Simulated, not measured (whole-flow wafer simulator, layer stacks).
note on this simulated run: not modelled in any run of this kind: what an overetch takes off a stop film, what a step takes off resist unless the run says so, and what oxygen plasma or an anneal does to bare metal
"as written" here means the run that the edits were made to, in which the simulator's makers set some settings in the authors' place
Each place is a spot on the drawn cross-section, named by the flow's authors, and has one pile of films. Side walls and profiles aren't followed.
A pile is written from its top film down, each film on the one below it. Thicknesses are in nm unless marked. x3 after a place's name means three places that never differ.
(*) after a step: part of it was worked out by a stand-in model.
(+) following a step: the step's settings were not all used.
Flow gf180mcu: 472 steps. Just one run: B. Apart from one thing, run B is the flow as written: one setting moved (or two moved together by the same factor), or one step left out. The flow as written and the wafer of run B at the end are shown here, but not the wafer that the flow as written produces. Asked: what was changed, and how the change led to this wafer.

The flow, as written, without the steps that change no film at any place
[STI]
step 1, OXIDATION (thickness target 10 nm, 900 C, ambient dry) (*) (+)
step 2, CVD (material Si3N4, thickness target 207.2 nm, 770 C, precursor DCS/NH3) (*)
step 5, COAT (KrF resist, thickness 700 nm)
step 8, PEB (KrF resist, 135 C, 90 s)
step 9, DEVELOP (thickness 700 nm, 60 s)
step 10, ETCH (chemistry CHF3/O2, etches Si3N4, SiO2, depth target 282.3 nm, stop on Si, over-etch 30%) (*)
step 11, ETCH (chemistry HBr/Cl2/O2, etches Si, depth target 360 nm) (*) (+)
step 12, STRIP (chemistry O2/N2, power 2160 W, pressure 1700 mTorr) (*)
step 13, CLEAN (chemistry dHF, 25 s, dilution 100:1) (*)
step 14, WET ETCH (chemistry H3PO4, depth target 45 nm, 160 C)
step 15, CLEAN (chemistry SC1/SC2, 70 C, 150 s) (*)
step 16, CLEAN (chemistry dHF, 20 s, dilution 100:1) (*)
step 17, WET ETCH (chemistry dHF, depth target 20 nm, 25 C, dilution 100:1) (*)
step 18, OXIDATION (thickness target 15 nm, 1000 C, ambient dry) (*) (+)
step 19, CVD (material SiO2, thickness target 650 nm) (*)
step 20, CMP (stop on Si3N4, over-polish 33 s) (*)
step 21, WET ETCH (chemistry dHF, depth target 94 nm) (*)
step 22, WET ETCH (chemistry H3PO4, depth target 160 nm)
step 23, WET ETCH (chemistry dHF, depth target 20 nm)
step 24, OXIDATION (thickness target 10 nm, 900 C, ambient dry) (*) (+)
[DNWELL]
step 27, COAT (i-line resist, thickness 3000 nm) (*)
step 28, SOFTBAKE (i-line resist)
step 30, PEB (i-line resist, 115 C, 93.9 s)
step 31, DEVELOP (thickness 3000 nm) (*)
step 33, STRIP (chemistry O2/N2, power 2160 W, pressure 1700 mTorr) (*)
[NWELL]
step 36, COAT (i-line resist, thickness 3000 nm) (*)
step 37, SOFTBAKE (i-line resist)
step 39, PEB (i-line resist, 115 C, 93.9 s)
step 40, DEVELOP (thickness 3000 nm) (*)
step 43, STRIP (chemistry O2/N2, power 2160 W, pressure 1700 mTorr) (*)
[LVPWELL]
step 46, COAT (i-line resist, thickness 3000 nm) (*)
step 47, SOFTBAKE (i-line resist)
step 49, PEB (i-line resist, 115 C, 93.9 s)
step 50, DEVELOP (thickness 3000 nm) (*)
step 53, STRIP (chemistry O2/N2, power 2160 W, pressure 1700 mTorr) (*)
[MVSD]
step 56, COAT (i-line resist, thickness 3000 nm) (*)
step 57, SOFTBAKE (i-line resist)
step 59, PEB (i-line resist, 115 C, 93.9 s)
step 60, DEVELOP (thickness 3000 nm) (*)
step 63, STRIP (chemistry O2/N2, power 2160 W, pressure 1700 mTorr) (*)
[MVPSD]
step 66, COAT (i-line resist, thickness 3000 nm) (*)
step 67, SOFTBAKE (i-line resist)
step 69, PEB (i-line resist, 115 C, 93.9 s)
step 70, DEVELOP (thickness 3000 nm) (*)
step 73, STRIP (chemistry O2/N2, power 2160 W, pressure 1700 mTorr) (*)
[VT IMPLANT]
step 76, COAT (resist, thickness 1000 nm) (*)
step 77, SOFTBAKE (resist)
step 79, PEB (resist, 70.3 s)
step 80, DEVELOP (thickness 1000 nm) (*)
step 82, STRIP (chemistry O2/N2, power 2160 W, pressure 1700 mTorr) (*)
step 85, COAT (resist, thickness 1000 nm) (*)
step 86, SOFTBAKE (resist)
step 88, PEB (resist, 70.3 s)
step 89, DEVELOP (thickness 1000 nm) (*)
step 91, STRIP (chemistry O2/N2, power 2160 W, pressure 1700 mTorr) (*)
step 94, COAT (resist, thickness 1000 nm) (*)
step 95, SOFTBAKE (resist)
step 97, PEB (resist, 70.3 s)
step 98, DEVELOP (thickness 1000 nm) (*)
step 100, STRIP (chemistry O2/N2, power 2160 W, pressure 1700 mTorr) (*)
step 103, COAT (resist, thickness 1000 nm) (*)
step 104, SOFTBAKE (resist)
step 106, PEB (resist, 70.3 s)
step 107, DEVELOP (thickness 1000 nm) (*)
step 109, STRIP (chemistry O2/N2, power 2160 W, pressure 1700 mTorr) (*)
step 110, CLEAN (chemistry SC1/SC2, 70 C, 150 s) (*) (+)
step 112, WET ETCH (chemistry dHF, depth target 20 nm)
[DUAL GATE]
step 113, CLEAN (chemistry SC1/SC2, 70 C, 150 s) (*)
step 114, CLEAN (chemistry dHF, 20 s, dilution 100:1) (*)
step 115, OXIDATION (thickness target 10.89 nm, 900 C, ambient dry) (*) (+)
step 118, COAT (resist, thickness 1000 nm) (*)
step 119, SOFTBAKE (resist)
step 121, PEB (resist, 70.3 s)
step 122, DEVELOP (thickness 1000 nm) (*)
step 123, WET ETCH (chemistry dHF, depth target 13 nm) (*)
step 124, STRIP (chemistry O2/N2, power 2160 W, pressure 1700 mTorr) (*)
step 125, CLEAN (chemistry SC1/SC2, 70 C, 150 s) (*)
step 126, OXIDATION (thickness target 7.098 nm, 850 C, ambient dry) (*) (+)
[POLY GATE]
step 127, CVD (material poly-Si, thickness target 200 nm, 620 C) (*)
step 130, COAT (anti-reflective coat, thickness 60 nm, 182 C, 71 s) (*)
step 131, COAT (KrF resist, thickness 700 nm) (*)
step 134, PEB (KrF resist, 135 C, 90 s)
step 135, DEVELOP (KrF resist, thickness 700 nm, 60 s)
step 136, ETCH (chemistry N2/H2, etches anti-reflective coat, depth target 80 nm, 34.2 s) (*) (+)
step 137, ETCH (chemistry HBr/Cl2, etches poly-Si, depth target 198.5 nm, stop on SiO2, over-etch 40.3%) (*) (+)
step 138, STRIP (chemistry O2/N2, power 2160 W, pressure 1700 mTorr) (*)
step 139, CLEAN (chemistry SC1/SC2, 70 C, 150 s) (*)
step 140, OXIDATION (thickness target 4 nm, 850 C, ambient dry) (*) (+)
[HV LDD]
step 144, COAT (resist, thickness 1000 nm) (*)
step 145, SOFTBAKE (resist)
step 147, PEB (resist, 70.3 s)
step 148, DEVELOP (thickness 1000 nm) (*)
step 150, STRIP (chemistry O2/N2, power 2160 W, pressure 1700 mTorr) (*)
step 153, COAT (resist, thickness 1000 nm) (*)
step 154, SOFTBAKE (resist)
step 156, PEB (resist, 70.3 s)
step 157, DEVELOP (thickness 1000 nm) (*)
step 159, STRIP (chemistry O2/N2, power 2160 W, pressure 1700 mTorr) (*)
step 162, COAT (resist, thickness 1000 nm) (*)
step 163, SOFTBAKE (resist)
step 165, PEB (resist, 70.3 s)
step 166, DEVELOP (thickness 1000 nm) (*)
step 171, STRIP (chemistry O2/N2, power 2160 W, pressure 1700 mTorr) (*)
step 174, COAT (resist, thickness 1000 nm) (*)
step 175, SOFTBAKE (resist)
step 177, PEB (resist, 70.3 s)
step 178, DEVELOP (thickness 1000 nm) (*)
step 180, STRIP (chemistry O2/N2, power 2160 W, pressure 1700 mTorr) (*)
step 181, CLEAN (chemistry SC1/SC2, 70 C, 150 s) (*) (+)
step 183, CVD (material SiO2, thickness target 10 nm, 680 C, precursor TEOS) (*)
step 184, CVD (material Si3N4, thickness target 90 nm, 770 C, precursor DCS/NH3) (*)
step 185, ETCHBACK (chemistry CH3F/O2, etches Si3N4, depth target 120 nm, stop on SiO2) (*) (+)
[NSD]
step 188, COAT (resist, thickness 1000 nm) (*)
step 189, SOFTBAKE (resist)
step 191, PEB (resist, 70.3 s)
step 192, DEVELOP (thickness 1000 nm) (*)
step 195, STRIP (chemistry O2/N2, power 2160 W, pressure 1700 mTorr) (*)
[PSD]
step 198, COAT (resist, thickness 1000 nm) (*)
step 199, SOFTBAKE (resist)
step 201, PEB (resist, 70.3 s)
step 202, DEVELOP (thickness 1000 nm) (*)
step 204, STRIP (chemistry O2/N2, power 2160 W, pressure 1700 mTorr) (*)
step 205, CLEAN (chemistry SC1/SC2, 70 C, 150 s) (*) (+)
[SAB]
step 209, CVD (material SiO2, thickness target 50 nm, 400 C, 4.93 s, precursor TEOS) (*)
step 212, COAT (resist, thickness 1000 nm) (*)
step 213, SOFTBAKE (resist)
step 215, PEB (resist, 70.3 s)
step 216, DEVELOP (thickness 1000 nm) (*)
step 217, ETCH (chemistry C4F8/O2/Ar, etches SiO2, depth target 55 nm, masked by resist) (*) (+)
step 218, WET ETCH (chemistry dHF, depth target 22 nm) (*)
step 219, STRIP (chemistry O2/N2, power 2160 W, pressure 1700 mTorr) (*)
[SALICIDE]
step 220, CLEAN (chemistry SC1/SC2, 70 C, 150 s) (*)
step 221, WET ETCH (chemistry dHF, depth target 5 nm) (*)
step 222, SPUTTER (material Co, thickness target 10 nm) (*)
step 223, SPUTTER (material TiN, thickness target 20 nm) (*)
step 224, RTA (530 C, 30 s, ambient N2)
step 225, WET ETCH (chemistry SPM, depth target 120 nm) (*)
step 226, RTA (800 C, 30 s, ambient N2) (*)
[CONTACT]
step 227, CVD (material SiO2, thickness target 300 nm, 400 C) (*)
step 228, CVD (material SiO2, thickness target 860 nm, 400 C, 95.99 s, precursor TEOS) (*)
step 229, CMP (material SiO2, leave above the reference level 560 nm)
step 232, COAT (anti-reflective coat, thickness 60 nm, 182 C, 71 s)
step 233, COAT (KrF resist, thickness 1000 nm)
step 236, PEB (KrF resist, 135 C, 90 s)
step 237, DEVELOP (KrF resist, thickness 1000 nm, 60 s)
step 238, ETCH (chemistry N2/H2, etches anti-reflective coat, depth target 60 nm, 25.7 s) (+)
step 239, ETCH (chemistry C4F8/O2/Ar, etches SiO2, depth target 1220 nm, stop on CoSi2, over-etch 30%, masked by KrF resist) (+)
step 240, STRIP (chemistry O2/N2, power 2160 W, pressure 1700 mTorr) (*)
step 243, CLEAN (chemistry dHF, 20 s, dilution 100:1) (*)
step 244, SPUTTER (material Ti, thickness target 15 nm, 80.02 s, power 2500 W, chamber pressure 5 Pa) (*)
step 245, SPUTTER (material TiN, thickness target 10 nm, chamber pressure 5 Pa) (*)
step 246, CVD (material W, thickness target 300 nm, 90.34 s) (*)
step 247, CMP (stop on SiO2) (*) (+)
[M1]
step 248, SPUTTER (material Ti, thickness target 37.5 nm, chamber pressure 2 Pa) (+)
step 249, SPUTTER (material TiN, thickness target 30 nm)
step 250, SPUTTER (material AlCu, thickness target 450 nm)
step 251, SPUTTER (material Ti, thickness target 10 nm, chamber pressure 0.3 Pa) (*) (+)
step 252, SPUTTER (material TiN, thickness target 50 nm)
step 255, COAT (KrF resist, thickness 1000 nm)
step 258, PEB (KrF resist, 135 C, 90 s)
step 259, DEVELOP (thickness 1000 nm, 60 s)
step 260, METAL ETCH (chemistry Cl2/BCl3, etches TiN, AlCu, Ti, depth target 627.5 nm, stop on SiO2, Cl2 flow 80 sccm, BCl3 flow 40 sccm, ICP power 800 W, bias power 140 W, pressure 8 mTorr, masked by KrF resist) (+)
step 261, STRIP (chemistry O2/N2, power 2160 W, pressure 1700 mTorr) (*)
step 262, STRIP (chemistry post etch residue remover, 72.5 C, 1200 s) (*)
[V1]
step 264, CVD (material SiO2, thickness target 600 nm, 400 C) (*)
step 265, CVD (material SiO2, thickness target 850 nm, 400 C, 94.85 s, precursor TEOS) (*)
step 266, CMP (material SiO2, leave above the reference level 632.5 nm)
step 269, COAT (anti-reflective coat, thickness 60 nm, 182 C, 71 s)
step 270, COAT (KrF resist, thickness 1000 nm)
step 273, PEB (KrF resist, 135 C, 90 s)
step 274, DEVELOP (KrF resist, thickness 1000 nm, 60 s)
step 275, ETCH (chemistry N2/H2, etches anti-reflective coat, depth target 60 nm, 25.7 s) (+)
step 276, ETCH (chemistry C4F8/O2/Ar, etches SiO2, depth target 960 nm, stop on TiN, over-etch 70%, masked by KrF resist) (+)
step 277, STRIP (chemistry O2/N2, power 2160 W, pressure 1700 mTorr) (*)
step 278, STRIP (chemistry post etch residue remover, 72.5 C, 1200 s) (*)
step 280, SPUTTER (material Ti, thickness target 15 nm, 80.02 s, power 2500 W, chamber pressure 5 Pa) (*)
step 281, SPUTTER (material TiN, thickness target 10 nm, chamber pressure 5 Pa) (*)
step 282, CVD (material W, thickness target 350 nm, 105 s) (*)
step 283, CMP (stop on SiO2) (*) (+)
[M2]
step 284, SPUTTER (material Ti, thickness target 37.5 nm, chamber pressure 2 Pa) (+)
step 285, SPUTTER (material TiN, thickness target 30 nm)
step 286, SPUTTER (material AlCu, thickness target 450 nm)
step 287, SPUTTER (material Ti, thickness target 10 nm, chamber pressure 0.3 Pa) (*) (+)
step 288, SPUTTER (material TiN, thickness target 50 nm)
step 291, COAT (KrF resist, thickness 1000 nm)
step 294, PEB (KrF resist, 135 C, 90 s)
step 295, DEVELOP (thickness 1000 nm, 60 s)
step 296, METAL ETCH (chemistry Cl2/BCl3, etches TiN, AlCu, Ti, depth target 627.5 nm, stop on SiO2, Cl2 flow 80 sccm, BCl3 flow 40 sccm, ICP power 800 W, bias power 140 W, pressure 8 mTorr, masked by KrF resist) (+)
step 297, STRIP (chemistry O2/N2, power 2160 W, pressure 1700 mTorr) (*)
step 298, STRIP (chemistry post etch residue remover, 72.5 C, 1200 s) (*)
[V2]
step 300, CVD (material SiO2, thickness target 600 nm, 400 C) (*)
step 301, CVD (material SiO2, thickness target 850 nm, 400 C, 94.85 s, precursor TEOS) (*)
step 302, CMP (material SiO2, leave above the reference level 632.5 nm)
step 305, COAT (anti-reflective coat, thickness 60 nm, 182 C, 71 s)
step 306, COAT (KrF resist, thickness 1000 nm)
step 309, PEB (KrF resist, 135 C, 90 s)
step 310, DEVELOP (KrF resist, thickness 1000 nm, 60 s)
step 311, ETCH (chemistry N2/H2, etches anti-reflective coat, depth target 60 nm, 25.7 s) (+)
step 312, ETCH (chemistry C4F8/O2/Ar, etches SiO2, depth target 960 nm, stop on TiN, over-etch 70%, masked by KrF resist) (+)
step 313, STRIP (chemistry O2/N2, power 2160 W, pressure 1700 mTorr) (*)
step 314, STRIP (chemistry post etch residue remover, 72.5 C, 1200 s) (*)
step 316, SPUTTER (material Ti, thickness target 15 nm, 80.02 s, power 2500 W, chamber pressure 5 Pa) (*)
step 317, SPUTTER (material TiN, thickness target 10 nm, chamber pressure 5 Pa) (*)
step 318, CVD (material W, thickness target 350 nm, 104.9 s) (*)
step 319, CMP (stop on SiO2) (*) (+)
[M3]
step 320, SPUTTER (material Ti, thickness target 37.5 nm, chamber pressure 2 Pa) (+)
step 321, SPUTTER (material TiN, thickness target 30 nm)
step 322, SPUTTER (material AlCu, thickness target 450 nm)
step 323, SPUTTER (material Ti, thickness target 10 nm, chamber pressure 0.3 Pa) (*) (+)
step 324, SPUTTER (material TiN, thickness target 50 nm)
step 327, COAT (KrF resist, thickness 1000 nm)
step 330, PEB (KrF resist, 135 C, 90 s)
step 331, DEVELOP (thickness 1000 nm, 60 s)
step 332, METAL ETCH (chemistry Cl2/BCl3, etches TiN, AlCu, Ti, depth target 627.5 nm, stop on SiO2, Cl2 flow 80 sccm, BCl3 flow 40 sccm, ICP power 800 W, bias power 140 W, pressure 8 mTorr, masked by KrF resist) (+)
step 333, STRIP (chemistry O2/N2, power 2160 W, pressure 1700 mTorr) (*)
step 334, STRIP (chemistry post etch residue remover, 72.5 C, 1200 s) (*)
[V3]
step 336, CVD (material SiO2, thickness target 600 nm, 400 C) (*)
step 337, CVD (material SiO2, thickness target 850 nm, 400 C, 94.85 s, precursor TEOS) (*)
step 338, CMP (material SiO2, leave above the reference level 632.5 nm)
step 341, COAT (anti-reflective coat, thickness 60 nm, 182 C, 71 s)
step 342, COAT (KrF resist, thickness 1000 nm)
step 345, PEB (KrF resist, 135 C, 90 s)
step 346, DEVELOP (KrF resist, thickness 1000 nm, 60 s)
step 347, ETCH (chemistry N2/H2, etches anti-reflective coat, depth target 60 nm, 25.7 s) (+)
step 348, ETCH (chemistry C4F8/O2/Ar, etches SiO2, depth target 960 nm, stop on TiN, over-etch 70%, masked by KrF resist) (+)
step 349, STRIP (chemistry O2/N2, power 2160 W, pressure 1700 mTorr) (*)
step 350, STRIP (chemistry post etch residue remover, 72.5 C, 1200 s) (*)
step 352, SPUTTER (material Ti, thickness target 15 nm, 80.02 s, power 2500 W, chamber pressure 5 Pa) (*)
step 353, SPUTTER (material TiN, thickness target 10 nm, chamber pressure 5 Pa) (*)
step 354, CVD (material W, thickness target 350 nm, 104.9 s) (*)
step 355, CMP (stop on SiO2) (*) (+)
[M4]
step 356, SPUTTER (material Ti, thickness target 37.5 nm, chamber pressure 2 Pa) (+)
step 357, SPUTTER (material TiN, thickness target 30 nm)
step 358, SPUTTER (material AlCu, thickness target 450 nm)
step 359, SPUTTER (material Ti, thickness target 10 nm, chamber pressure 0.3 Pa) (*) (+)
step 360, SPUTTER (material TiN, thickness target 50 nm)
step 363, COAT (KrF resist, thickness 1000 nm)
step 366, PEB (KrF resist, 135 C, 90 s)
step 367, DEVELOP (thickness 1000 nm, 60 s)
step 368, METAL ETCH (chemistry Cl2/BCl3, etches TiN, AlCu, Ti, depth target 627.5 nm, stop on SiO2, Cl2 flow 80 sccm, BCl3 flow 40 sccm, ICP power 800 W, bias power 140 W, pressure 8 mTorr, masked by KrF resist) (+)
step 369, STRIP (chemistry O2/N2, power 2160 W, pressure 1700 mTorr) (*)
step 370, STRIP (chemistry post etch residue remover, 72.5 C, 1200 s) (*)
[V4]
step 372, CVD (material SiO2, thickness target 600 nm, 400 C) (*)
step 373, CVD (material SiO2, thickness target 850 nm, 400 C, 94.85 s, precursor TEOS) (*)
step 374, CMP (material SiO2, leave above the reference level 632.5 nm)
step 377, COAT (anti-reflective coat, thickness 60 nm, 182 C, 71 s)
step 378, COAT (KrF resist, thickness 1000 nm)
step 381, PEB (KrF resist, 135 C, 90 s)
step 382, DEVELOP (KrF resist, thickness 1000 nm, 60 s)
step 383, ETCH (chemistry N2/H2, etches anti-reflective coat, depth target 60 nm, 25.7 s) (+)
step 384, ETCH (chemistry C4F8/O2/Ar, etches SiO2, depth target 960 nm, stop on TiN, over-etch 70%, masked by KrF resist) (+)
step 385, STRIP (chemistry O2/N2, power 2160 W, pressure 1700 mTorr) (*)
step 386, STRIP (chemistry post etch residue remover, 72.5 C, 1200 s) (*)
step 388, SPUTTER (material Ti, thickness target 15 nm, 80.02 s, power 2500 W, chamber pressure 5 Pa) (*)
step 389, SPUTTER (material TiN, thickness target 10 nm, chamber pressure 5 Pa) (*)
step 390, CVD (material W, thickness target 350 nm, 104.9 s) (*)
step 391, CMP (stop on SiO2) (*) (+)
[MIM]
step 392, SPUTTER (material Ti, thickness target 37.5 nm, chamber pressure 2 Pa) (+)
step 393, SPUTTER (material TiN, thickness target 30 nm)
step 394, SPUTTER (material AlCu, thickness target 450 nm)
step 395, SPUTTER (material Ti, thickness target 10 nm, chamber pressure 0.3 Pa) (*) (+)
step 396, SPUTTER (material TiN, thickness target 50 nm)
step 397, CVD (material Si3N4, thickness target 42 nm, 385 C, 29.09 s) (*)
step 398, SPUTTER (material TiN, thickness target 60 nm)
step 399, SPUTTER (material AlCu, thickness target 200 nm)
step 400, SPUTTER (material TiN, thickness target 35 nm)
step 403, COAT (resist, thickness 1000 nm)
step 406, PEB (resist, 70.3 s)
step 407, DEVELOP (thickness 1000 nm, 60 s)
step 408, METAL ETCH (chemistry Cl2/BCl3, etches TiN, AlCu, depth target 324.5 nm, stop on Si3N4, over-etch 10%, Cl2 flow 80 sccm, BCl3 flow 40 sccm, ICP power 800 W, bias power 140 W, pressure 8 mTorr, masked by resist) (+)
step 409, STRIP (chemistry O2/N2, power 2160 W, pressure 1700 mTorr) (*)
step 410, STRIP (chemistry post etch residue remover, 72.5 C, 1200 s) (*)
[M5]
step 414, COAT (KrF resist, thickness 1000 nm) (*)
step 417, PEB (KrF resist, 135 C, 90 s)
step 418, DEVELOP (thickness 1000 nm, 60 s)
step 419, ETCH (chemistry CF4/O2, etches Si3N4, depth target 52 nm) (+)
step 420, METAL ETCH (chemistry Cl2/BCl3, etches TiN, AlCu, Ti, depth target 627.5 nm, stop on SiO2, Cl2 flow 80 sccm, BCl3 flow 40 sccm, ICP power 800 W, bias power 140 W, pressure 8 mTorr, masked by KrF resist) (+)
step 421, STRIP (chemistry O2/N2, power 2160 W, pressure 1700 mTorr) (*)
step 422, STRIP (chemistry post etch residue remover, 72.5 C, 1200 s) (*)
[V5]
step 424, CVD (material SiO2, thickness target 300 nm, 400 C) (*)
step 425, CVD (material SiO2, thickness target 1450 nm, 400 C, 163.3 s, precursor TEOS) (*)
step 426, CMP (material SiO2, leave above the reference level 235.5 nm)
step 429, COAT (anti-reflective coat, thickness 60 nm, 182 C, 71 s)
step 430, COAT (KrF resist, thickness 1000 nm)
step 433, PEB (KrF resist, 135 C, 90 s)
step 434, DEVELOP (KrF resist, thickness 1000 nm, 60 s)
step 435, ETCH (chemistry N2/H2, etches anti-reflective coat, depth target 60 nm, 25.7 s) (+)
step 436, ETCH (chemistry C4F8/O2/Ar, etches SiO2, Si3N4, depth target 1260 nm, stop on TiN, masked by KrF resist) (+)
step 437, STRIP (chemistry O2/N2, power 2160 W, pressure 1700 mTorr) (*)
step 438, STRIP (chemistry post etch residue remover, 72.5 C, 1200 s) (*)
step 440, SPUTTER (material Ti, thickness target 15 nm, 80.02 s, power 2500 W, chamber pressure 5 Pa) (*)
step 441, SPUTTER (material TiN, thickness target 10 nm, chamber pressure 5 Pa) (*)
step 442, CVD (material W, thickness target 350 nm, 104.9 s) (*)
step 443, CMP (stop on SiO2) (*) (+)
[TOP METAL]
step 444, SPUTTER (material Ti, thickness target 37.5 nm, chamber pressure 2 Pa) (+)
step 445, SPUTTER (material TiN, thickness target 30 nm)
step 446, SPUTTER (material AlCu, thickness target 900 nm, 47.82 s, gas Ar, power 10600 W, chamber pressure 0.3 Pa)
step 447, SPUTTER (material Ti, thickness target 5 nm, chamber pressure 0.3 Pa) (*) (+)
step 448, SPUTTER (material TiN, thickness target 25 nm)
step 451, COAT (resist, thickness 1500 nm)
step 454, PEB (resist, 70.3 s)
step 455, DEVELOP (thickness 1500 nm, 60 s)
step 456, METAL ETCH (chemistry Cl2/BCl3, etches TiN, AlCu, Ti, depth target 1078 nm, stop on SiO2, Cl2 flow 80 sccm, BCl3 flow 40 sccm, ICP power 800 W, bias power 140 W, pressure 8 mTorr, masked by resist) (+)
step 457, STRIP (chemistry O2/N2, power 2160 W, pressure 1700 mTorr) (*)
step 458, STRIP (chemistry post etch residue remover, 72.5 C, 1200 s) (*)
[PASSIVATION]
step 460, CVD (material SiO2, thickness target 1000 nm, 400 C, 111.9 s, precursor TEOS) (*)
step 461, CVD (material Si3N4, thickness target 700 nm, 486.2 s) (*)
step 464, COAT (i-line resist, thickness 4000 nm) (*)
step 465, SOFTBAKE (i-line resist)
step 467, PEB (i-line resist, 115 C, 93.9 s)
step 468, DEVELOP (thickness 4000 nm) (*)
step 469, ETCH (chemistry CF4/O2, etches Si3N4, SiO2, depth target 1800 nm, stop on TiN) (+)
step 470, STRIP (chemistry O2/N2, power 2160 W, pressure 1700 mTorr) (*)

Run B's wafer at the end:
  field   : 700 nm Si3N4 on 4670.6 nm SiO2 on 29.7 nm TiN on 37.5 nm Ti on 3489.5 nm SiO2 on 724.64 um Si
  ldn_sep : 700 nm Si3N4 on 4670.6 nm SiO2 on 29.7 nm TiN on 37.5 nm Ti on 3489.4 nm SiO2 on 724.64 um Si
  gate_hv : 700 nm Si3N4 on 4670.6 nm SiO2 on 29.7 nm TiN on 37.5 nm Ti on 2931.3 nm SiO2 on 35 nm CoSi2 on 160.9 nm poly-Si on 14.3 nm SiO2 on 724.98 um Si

Cause: step 332, METAL ETCH: depth target 508.3 nm was run, whereas the flow has depth target 627.5 nm.

The path from the change to this, step by step:
  step 332, METAL ETCH (chemistry Cl2/BCl3, etches TiN, AlCu, Ti, depth target 627.5 nm, stop on SiO2, Cl2 flow 80 sccm, BCl3 flow 40 sccm, ICP power 800 W, bias power 140 W, pressure 8 mTorr, masked by KrF resist) (+)
      field, field__w1, field__w2 and 103 more: -50 TiN (all of it), -10 Ti (all of it), -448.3 AlCu (as written it would have been: -50 TiN (all of it), -10 Ti (all of it), -450 AlCu (all of it), -30 TiN (all of it), -37.5 Ti (all of it))
      field__w8, contact, m1, m1__w1, m1_nw: -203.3 KrF resist (as written it would have been: -251 KrF resist)
  step 333, STRIP (chemistry O2/N2, power 2160 W, pressure 1700 mTorr) (*)
      field__w8, contact, m1, m1__w1, m1_nw: -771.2 KrF resist (all of it) (as written it would have been: -723.5 KrF resist (all of it))
  step 334, STRIP (chemistry post etch residue remover, 72.5 C, 1200 s) (*)
      field, field__w1, field__w2 and 103 more: -1.7 AlCu (all of it), -0.3 TiN (as written it would have been: nothing)
  step 336, CVD (material SiO2, thickness target 600 nm, 400 C) (*)
      field, field__w1, field__w2 and 103 more: +600 SiO2 (new film) (as written it would have been: +600 SiO2)
  step 338, CMP (material SiO2, leave above the reference level 632.5 nm)
      field, field__w1, field__w2 and 103 more: -367.2 SiO2 (as written it would have been: -300 SiO2)
If metal films that touch count as one body, field has 1 body; the flow as written gives 0 bodies.
If metal films that touch count as one body, ldn_sep has 1 body; the flow as written gives 0 bodies.
If metal films that touch count as one body, gate_hv has 2 bodies (between them, from the top down: SiO2 2931.3); the flow as written gives 1 body.
